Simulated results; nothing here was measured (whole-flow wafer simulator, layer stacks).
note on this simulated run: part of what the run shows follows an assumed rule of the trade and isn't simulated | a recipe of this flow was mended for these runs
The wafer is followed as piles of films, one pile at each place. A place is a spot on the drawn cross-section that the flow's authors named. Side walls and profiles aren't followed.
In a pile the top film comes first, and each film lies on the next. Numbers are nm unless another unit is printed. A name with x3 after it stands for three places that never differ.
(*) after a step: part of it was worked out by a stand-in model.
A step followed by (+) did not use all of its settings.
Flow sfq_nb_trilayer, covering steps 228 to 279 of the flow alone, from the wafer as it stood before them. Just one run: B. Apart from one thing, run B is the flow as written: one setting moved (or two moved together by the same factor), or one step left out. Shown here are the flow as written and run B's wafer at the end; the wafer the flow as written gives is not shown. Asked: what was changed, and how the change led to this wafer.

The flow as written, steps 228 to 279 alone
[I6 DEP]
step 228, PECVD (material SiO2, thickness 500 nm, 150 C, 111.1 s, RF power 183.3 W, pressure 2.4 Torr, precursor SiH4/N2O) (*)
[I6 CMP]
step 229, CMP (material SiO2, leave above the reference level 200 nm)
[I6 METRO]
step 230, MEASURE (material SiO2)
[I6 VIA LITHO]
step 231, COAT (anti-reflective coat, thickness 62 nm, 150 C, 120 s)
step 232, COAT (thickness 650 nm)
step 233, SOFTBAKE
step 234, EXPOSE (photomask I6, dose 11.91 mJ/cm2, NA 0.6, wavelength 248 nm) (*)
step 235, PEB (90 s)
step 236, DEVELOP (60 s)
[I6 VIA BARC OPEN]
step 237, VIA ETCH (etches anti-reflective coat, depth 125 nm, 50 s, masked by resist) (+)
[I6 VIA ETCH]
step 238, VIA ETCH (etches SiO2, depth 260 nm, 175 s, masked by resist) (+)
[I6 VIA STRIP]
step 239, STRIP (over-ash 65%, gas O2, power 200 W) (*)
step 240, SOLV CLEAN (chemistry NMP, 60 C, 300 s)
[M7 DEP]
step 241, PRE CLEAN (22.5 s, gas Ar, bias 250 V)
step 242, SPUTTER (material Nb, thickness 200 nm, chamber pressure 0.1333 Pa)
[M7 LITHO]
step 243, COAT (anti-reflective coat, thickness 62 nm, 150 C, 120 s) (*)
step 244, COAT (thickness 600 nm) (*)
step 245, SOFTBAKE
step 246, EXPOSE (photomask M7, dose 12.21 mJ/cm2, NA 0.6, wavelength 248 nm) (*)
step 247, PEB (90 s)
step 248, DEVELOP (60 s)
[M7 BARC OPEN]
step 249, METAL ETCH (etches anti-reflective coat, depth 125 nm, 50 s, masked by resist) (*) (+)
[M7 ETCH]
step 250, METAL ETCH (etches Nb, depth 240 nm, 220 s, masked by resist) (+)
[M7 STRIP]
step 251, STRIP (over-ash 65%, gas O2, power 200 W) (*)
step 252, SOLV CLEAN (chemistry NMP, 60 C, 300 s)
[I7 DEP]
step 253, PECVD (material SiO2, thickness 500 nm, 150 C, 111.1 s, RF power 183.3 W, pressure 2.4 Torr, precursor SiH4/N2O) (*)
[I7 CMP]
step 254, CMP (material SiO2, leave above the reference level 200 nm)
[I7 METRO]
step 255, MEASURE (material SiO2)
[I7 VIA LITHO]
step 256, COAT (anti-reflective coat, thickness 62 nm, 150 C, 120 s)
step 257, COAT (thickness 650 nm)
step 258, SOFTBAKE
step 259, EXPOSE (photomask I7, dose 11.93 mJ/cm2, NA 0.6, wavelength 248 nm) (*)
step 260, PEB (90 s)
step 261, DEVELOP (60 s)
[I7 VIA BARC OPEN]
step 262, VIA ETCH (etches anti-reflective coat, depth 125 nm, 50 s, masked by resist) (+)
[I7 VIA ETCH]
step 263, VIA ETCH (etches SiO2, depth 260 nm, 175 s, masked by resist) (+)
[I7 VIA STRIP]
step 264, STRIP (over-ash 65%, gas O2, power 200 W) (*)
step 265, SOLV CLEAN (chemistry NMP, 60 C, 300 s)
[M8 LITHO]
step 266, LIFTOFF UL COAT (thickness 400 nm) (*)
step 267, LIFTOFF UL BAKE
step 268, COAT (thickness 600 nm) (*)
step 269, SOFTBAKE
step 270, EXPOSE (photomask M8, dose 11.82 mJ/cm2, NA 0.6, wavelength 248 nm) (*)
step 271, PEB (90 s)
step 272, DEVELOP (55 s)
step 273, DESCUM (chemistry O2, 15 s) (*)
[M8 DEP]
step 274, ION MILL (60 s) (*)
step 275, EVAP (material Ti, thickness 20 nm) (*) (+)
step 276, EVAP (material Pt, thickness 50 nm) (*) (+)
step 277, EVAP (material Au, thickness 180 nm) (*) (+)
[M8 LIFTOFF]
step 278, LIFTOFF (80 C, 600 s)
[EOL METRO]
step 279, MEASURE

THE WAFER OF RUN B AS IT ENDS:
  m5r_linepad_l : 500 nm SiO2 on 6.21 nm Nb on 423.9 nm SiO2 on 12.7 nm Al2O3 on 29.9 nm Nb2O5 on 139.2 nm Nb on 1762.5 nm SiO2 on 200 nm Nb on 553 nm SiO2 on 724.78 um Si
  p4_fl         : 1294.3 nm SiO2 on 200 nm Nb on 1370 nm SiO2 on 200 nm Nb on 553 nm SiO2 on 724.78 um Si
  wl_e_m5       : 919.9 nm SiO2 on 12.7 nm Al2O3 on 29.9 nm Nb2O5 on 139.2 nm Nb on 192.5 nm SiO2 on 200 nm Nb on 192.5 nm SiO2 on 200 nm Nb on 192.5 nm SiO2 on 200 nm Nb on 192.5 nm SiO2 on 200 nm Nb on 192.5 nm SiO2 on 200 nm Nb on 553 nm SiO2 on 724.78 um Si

What caused this: step 228, PECVD: thickness 228.1 nm was run, whereas the flow has thickness 500 nm; step 228, PECVD: 50.69 s was run, where the flow has 111.1 s.

The path from the change to this, step by step:
  step 228, PECVD (material SiO2, thickness 500 nm, 150 C, 111.1 s, RF power 183.3 W, pressure 2.4 Torr, precursor SiH4/N2O) (*)
      field_l, p4_fl, p4_fm and 62 more: SiO2 gains 228.1 (as written it would have been: SiO2 gains 500)
      v_sur, via_wl, via_w and 21 more: SiO2 gains 228.1 (new film) (as written it would have been: SiO2 gains 500 (new film))
      (as well as at 17 more places)
  step 229, CMP (material SiO2, leave above the reference level 200 nm)
      field_l, p4_fl, p4_fm and 59 more: nothing (as written it would have been: SiO2 loses 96)
      moat, field_r, lsp_l, ln_m5, lsp_m: nothing (as written it would have been: SiO2 loses 89.5)
      (as well as at 39 more places)
  step 231, COAT (anti-reflective coat, thickness 62 nm, 150 C, 120 s)
      sp_r, l0_sur, wl_e_sr: anti-reflective coat gains 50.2 (new film) (as written it would have been: anti-reflective coat gains 62 (new film))
      ln_m6, wl_c_m6: anti-reflective coat gains 37.9 (new film) (as written it would have been: anti-reflective coat gains 62 (new film))
      (as well as at 95 more places)
  step 232, COAT (thickness 650 nm)
      via_w, m8r_pad_l: KrF-resist-other-grade gains 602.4 (new film) (as written it would have been: KrF-resist-other-grade gains 650 (new film))
      via_sp, jj_sur: KrF-resist-other-grade gains 610.8 (new film) (as written it would have been: KrF-resist-other-grade gains 650 (new film))
      (as well as at 70 more places)
  step 236, DEVELOP (60 s)
      via_v: KrF-resist-other-grade loses 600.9 (all of it) (as written it would have been: KrF-resist-other-grade loses 648.6 (all of it))
  step 237, VIA ETCH (etches anti-reflective coat, depth 125 nm, 50 s, masked by resist) (+)
      via_v: anti-reflective coat loses 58 (all of it), SiO2 loses 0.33 (as written it would have been: anti-reflective coat loses 62 (all of it), SiO2 loses 0.31)
  step 239, STRIP (over-ash 65%, gas O2, power 200 W) (*)
      m0r_line_l, m7r_line_l: KrF-resist-other-grade loses 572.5 (all of it), anti-reflective coat loses 34.7 (all of it) (as written it would have been: KrF-resist-other-grade loses 510.8 (all of it), anti-reflective coat loses 62 (all of it))
      m0r_space_l, m7r_space_l: KrF-resist-other-grade loses 521.7 (all of it), anti-reflective coat loses 96.5 (all of it) (as written it would have been: KrF-resist-other-grade loses 510.8 (all of it), anti-reflective coat loses 62 (all of it))
      (as well as at 98 more places)
  step 242, SPUTTER (material Nb, thickness 200 nm, chamber pressure 0.1333 Pa)
      lsp_r, l0_sur, l0v: Nb gains 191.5 (new film) (as written it would have been: Nb gains 200 (new film))
      be: Nb gains 129.3 (new film) (as written it would have been: Nb gains 200 (new film))
      (as well as at 4 more places)
  step 243, COAT (anti-reflective coat, thickness 62 nm, 150 C, 120 s) (*)
      m0r_line_l, m0r_line_r, m7r_line_l, m7r_line_r: anti-reflective coat gains 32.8 (new film) (as written it would have been: anti-reflective coat gains 62 (new film))
      m0r_space_l, m0r_space_r, m7r_space_l, m7r_space_r: anti-reflective coat gains 94.2 (new film) (as written it would have been: anti-reflective coat gains 62 (new film))
      (as well as at 91 more places)
  step 244, COAT (thickness 600 nm) (*)
      m0r_line_l, m0r_line_r, m7r_line_l, m7r_line_r: KrF-resist-other-grade gains 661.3 (new film) (as written it would have been: KrF-resist-other-grade gains 600 (new film))
      m5r_line_l, m5r_line_r: KrF-resist-other-grade gains 641.9 (new film) (as written it would have been: KrF-resist-other-grade gains 600 (new film))
      (as well as at 68 more places)
  step 247, PEB (90 s)
      be: KrF-resist-other-grade loses 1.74 (as written it would have been: KrF-resist-other-grade loses 1.22)
  step 248, DEVELOP (60 s)
      m0r_line_l, m0r_line_r: KrF-resist-other-grade loses 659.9 (all of it) (as written it would have been: KrF-resist-other-grade loses 598.7 (all of it))
      m5r_line_l, m5r_line_r: KrF-resist-other-grade loses 640.5 (all of it) (as written it would have been: KrF-resist-other-grade loses 598.7 (all of it))
      (as well as at 34 more places)
  step 249, METAL ETCH (etches anti-reflective coat, depth 125 nm, 50 s, masked by resist) (*) (+)
      m5r_linepad_l, m5r_linepad_r, m8r_pad_l, m8r_pad_r: anti-reflective coat loses 125 (as written it would have been: anti-reflective coat loses 62 (all of it))
      m0r_space_l, m0r_space_r, m7r_space_l, m7r_space_r: anti-reflective coat loses 94.2 (all of it) (as written it would have been: anti-reflective coat loses 62 (all of it))
      (as well as at 52 more places)
  step 250, METAL ETCH (etches Nb, depth 240 nm, 220 s, masked by resist) (+)
      m5r_linepad_l, m5r_linepad_r: anti-reflective coat loses 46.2 (all of it), Nb loses 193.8 (as written it would have been: Nb loses 200 (all of it), SiO2 loses 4)
      m8r_pad_l, m8r_pad_r: anti-reflective coat loses 33 (all of it), Nb loses 200 (all of it), SiO2 loses 0.7 (as written it would have been: Nb loses 200 (all of it), SiO2 loses 4)
      (as well as at 2 more places)
  step 251, STRIP (over-ash 65%, gas O2, power 200 W) (*)
      m7r_line_l, m7r_line_r: KrF-resist-other-grade loses 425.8 (all of it), anti-reflective coat loses 32.8 (all of it) (as written it would have been: KrF-resist-other-grade loses 364.6 (all of it), anti-reflective coat loses 62 (all of it))
      v_sur: KrF-resist-other-grade loses 323.2 (all of it), anti-reflective coat loses 28.8 (all of it) (as written it would have been: KrF-resist-other-grade loses 360.6 (all of it), anti-reflective coat loses 64.6 (all of it))
      (as well as at 38 more places)
  step 253, PECVD (material SiO2, thickness 500 nm, 150 C, 111.1 s, RF power 183.3 W, pressure 2.4 Torr, precursor SiH4/N2O) (*)
      m5r_linepad_l, m5r_linepad_r: SiO2 gains 500 (new film) (as written it would have been: SiO2 gains 500)
      wl_c_sl, m6r_space_l, m6r_space_r: SiO2 gains 533 (as written it would have been: SiO2 gains 500)
      (as well as at 3 more places)
  ... 9 other steps ...
  step 278, LIFTOFF (80 C, 600 s)
      m0r_line_l, m0r_line_r: Au loses 180 (all of it), Pt loses 50 (all of it), Ti loses 20 (all of it), KrF-resist-other-grade loses 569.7 (all of it), lift-off-underlayer loses 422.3 (all of it) (as written it would have been: Au loses 180 (all of it), Pt loses 50 (all of it), Ti loses 20 (all of it), KrF-resist-other-grade loses 562.7 (all of it), lift-off-underlayer loses 400 (all of it))
      m0r_space_l, m0r_space_r: Au loses 180 (all of it), Pt loses 50 (all of it), Ti loses 20 (all of it), KrF-resist-other-grade loses 564.5 (all of it), lift-off-underlayer loses 428.7 (all of it) (as written it would have been: Au loses 180 (all of it), Pt loses 50 (all of it), Ti loses 20 (all of it), KrF-resist-other-grade loses 562.7 (all of it), lift-off-underlayer loses 400 (all of it))
      (as well as at 52 more places)
With metal films that touch counted as one body, m5r_linepad_l has 3 bodies (between them, from the top down: SiO2 423.9 / Al2O3 12.7 / Nb2O5 29.9; SiO2 1762.5); the flow as written gives 2 bodies (between them, from the top down: SiO2 1762.5).
